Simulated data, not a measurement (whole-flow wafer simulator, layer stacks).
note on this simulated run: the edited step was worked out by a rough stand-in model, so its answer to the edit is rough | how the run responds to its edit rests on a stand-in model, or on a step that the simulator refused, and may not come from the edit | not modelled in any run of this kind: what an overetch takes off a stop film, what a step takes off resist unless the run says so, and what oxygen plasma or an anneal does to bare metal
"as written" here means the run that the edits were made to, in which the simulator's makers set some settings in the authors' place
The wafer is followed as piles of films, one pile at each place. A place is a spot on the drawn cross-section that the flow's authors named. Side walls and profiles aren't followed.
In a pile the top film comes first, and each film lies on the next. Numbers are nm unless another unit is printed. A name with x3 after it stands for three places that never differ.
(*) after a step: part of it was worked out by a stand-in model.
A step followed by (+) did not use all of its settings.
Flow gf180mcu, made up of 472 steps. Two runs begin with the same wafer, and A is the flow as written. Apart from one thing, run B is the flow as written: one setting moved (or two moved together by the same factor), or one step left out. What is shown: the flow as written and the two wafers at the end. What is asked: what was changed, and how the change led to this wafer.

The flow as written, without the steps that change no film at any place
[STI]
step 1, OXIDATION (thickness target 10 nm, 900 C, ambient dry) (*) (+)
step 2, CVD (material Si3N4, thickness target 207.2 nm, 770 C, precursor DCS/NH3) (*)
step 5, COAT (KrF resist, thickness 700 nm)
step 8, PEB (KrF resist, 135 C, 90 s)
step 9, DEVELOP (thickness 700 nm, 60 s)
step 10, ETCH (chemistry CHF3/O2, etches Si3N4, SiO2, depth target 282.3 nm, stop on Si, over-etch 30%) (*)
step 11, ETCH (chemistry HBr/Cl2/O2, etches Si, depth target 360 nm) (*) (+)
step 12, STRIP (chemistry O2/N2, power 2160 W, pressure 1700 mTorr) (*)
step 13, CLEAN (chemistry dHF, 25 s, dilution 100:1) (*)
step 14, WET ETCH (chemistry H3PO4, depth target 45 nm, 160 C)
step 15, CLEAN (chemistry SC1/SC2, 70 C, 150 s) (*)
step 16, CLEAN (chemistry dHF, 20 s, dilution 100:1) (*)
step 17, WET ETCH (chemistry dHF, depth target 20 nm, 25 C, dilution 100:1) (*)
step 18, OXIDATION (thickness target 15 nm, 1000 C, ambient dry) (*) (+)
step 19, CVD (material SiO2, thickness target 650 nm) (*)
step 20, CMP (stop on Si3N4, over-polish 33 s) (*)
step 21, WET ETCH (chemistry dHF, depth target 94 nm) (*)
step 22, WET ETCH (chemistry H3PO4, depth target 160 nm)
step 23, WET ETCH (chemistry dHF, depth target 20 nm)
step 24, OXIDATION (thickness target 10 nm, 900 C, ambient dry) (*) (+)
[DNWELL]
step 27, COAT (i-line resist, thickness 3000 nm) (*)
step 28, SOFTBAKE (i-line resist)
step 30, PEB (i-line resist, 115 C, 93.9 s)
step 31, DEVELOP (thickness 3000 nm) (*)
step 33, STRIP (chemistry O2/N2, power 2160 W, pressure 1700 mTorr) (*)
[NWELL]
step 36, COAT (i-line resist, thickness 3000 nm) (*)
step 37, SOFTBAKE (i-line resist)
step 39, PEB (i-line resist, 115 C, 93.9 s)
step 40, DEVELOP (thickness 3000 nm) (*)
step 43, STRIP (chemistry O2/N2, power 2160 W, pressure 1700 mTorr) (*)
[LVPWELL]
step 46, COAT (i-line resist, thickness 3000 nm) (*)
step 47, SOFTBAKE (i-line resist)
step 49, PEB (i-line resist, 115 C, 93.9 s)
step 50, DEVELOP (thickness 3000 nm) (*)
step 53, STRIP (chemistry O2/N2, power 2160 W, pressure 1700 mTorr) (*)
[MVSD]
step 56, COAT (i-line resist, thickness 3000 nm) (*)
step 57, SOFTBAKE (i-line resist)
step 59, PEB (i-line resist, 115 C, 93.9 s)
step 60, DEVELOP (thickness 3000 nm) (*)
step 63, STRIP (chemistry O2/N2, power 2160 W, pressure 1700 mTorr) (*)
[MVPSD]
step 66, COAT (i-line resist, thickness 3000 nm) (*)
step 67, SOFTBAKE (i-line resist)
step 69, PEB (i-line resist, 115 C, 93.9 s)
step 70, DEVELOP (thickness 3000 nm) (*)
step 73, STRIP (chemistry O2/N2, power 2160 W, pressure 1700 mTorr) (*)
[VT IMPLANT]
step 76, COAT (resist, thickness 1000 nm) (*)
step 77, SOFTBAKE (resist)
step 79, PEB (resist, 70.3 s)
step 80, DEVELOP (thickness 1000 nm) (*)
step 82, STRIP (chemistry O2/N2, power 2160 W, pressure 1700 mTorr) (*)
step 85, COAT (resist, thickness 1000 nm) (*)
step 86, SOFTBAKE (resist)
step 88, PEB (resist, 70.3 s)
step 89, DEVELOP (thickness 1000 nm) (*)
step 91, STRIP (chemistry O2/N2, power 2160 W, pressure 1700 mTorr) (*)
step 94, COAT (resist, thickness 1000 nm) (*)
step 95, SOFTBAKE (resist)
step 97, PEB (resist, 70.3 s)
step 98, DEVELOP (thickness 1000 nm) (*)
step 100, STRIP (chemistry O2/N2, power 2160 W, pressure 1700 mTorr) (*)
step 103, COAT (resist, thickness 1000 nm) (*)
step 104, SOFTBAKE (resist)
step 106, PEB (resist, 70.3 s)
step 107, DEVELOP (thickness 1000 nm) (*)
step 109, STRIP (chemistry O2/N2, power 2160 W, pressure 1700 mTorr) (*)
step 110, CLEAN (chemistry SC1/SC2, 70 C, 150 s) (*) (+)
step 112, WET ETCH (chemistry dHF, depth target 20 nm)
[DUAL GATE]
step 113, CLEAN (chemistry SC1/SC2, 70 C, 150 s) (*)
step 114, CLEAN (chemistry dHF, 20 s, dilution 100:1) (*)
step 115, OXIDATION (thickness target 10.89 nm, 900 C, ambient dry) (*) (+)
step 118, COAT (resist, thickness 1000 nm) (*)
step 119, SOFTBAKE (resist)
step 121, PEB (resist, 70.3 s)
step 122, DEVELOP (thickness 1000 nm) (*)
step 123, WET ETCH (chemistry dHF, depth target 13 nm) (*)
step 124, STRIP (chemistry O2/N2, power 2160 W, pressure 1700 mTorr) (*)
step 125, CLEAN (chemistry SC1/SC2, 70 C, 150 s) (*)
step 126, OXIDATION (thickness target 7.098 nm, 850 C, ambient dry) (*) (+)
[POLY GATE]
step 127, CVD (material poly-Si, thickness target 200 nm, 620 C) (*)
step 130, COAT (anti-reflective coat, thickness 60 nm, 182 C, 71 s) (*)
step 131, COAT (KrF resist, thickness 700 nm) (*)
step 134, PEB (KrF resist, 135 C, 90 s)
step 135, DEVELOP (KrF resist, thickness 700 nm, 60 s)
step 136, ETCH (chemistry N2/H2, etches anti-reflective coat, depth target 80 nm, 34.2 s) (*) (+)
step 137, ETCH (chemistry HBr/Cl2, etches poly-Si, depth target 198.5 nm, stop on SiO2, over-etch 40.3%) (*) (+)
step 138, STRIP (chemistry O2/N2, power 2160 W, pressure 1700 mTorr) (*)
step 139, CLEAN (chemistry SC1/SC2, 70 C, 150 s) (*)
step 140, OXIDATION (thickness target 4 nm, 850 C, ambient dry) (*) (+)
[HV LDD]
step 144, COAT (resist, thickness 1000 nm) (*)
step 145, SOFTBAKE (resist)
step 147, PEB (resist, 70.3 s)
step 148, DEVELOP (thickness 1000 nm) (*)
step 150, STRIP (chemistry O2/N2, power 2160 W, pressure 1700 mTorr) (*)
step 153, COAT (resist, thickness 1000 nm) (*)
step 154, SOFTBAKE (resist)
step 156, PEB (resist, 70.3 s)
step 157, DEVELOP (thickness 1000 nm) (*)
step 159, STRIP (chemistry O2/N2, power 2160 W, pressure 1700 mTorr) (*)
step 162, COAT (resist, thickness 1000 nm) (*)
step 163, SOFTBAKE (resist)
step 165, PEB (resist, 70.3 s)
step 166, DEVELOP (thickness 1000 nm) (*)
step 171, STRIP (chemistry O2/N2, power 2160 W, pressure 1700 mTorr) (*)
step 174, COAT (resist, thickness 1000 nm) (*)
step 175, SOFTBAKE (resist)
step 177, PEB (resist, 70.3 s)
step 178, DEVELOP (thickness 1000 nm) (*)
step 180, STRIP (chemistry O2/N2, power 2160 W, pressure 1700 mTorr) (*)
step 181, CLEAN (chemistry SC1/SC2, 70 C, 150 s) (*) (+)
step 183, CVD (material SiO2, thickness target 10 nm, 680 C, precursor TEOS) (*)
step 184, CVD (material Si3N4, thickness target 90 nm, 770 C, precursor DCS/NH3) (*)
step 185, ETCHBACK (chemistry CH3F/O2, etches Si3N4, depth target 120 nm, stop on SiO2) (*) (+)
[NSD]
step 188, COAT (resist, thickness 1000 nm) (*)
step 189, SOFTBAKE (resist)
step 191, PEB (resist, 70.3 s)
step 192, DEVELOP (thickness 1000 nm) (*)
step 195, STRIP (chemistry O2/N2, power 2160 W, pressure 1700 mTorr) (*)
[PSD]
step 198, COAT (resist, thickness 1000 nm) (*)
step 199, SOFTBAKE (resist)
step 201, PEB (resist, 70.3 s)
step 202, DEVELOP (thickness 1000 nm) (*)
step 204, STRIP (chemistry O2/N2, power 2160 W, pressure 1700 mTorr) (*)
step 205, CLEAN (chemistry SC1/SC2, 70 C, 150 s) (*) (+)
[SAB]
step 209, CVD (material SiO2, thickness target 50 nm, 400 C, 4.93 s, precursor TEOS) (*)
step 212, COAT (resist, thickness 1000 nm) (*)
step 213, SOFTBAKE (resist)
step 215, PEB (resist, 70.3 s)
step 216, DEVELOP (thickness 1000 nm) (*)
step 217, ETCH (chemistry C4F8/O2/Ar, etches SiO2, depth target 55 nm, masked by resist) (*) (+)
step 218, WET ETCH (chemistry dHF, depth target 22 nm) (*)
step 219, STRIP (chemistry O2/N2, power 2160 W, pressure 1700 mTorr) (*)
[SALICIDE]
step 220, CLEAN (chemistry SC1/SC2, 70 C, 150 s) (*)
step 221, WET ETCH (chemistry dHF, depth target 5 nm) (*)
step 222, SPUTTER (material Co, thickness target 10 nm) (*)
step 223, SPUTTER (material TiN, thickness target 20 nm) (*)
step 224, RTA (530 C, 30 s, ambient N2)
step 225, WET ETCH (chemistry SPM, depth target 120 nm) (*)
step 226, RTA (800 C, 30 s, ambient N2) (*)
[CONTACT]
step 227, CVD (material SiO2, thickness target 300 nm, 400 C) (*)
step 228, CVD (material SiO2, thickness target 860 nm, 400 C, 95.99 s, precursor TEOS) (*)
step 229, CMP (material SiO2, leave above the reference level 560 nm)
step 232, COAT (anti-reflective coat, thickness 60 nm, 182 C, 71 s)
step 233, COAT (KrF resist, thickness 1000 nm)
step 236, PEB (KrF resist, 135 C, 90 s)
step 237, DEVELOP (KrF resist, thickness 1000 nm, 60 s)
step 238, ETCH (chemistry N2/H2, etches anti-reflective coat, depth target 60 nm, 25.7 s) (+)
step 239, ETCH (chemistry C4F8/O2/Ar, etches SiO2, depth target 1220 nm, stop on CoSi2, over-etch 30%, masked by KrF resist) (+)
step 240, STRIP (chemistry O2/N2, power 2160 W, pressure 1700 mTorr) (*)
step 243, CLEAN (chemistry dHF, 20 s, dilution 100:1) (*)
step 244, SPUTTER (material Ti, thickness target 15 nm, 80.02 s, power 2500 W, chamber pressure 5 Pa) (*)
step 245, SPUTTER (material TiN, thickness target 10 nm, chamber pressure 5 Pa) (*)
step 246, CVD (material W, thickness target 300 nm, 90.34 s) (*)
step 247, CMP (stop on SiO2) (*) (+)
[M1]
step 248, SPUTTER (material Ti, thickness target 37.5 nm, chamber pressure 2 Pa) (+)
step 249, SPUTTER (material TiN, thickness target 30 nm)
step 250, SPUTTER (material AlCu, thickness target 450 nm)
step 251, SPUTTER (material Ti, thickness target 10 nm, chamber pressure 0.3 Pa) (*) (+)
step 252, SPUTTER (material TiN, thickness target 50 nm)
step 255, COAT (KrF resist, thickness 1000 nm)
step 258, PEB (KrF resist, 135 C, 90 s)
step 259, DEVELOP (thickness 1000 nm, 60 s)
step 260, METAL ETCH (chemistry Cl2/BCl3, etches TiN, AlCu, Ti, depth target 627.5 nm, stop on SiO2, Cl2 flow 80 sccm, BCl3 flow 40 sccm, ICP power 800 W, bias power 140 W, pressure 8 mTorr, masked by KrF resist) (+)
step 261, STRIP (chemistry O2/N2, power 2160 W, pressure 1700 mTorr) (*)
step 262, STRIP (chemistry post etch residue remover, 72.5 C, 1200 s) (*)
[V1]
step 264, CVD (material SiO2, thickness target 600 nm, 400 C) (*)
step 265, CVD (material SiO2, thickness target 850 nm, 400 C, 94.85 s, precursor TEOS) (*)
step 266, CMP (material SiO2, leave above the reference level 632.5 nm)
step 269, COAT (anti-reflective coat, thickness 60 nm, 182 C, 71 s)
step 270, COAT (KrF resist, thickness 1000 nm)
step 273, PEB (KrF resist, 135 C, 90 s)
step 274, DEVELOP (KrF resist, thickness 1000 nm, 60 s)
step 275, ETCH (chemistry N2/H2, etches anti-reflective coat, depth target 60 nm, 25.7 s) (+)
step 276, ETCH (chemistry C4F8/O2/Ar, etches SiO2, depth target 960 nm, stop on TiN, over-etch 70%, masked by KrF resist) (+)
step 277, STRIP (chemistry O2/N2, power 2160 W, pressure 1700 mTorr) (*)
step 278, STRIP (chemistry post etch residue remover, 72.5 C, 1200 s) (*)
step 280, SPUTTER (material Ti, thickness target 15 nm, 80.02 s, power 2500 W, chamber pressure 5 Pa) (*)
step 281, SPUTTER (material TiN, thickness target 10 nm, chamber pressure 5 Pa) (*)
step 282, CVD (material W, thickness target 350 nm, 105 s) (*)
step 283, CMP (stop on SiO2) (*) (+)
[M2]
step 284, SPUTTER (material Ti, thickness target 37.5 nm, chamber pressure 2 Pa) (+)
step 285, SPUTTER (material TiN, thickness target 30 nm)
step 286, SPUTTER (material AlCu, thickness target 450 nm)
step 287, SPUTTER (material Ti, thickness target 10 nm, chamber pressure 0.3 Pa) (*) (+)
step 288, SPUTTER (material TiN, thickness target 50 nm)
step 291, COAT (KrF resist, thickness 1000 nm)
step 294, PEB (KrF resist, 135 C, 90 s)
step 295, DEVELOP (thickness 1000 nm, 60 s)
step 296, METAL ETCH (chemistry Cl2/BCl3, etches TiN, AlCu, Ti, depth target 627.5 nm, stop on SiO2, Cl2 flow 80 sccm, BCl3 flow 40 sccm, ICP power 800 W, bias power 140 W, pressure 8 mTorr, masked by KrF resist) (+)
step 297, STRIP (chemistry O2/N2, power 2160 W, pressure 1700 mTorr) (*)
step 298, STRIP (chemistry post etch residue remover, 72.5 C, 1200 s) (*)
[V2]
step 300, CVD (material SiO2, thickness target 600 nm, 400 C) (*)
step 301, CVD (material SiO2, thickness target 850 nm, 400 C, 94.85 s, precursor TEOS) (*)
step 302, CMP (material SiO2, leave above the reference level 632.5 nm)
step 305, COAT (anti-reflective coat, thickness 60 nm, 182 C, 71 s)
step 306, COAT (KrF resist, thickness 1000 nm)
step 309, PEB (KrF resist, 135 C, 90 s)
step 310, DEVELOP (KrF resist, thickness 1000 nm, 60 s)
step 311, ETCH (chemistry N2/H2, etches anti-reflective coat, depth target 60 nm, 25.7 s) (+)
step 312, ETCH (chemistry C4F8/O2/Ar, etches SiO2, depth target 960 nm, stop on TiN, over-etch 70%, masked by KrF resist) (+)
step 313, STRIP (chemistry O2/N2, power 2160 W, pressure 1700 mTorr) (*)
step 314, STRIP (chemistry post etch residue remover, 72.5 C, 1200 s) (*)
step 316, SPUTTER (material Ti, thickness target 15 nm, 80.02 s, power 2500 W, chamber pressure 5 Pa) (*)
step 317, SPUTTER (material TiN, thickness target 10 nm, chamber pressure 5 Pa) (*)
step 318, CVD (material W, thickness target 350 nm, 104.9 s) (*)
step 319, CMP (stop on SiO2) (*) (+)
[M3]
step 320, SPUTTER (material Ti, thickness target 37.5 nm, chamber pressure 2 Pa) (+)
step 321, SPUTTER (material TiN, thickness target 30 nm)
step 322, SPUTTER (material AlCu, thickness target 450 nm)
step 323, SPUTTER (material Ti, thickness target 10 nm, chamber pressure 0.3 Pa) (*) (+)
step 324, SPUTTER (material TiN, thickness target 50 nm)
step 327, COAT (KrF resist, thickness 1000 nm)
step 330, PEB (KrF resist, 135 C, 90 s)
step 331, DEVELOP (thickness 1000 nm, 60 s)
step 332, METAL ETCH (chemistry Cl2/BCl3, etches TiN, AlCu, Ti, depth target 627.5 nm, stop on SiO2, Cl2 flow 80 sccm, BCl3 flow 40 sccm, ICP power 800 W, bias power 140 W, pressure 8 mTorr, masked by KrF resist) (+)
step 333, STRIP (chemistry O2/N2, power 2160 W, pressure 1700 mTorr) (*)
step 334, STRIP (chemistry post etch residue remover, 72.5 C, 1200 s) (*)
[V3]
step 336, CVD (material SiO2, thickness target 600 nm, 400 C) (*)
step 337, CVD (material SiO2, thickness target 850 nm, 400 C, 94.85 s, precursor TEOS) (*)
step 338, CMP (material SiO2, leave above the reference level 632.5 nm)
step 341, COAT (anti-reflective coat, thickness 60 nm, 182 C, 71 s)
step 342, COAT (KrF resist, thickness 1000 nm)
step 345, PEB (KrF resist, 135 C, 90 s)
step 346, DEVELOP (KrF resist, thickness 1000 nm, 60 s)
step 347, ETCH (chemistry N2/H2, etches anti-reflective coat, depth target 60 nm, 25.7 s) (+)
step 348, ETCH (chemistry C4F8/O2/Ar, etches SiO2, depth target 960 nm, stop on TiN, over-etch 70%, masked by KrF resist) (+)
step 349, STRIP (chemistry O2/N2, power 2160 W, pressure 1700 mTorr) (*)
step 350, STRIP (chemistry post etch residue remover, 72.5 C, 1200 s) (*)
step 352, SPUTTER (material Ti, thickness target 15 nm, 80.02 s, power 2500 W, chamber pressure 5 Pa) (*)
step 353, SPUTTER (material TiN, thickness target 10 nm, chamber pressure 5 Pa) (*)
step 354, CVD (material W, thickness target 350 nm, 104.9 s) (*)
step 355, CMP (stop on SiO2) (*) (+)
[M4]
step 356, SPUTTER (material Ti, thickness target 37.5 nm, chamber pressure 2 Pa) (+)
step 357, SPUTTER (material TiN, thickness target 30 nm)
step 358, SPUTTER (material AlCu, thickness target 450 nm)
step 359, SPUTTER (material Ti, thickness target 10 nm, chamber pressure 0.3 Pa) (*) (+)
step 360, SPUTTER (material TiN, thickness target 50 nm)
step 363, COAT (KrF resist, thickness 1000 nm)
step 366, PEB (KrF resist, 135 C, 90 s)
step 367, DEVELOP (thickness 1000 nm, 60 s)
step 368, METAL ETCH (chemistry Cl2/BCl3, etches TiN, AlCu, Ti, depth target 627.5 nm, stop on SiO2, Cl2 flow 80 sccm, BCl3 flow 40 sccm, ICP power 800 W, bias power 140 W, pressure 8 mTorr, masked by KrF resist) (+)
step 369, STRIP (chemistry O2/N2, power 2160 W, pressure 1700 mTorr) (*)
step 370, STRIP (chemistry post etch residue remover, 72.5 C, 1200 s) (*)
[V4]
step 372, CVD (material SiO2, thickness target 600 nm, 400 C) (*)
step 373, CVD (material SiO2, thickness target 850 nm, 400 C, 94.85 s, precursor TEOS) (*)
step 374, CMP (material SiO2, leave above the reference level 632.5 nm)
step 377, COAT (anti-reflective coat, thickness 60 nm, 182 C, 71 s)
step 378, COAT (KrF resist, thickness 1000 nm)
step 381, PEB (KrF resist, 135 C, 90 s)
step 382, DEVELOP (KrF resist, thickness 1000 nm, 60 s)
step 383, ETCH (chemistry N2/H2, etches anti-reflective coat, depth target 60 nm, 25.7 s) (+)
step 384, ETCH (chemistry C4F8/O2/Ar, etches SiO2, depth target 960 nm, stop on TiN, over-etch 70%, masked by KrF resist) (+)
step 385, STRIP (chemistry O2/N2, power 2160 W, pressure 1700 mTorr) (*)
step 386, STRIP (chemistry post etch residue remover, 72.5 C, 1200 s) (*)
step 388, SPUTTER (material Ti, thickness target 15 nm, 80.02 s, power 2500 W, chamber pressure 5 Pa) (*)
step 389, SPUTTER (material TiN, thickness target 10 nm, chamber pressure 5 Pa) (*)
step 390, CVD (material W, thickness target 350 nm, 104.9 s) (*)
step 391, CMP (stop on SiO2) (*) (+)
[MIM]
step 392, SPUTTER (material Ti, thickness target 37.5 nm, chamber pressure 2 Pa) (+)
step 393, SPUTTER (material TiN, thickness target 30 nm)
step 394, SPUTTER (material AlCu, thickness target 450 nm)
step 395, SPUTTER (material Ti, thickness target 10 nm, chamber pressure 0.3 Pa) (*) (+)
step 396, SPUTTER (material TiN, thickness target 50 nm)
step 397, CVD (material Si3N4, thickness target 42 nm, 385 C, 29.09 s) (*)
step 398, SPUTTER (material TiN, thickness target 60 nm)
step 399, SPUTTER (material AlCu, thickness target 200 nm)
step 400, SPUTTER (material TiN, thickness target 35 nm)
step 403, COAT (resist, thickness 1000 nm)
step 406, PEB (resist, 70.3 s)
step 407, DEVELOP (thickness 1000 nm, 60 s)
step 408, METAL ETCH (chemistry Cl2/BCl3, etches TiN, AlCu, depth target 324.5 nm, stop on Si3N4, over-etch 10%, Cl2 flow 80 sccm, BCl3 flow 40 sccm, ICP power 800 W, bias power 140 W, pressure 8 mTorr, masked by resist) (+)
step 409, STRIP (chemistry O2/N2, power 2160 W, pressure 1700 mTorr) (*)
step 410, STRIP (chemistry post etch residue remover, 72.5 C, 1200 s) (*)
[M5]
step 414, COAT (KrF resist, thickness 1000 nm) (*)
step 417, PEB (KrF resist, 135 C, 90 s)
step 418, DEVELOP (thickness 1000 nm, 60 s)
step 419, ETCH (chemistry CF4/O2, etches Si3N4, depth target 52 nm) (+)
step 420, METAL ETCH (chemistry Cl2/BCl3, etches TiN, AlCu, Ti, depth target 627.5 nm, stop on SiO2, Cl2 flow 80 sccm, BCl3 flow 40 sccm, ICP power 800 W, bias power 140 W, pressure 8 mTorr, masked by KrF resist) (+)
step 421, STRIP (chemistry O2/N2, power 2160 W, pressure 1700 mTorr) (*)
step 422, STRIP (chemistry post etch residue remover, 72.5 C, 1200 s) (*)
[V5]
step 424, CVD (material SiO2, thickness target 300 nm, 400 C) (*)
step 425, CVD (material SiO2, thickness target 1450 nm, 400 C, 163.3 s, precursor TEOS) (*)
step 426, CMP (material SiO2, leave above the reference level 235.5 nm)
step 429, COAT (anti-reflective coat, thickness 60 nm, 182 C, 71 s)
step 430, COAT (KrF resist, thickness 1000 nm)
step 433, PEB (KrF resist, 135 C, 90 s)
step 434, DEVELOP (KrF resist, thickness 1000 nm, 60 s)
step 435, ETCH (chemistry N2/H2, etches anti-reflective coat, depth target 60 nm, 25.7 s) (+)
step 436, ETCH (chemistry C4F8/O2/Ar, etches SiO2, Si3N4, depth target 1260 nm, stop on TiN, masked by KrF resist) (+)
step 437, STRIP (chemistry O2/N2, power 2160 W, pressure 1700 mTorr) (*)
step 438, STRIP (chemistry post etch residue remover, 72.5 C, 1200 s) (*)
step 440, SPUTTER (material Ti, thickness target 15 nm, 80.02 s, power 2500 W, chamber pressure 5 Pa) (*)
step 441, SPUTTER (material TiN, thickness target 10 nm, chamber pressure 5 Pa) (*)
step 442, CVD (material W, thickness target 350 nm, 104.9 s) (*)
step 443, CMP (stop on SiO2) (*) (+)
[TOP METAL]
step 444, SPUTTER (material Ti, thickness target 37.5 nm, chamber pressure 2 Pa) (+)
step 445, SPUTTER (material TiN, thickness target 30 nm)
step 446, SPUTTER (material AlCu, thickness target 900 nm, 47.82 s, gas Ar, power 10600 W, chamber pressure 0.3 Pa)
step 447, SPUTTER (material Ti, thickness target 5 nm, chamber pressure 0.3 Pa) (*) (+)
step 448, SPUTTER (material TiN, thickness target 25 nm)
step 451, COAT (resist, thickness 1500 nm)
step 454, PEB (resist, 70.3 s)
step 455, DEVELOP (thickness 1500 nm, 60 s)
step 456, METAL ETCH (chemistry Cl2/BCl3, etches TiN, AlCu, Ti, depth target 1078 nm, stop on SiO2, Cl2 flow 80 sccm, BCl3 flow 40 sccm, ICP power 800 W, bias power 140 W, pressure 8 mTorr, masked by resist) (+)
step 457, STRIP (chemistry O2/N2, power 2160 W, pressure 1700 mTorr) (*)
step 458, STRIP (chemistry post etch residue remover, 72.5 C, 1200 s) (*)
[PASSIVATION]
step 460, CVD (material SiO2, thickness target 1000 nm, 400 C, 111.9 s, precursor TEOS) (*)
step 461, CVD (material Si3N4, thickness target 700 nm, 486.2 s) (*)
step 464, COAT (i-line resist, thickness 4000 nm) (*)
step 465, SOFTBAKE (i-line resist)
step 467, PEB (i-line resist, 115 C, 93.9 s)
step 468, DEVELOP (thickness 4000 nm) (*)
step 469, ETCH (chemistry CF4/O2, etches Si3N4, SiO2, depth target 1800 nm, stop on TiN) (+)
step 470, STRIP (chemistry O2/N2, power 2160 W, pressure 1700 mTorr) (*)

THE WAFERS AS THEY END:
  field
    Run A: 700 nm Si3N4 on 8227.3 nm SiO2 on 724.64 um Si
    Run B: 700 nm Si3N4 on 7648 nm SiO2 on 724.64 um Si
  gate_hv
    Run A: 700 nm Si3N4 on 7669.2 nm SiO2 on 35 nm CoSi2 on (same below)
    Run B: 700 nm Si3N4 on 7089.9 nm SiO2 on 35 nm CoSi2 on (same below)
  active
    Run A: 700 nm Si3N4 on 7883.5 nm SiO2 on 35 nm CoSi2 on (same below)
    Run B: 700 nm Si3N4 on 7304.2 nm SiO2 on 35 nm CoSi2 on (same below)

The reason: step 460, CVD: thickness target 410 nm was run, though the flow has thickness target 1000 nm; step 460, CVD: 45.9 s was run, where the flow has 111.9 s.

How this came from the change, step by step:
  step 460, CVD (material SiO2, thickness target 1000 nm, 400 C, 111.9 s, precursor TEOS) (*)
      field, field__w1, field__w2 and 103 more: A +1000 SiO2 | B +420.7 SiO2
      field__w8, contact, m1, m1__w1, pad, m1_nw: A +1000 SiO2 (new film) | B +420.7 SiO2 (new film)
  step 465, SOFTBAKE (i-line resist)
      gate: A +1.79 i-line resist | B -0.45 i-line resist
      ld_acc_p, ld_fp_p, ld_drift_p: A +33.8 i-line resist | B +26.5 i-line resist
      (also at 57 further places)
  step 469, ETCH (chemistry CF4/O2, etches Si3N4, SiO2, depth target 1800 nm, stop on TiN) (+)
      field, field__w1, field__w2 and 108 more: A -1200 i-line resist | B -1120.7 i-line resist
      pad: A -700 Si3N4 (all of it), -1000 SiO2 (all of it) | B -700 Si3N4 (all of it), -420.7 SiO2 (all of it)
  step 470, STRIP (chemistry O2/N2, power 2160 W, pressure 1700 mTorr) (*)
      iso_ptap_pw, iso_ntap_nw, iso_nw_fld and 33 more: A -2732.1 i-line resist (all of it) | B -2811.4 i-line resist (all of it)
      p_well, sti, spacer, sd_n, mim_1p0, dice_street: A -2738.3 i-line resist (all of it) | B -2816.4 i-line resist (all of it)
      (also at 69 further places)
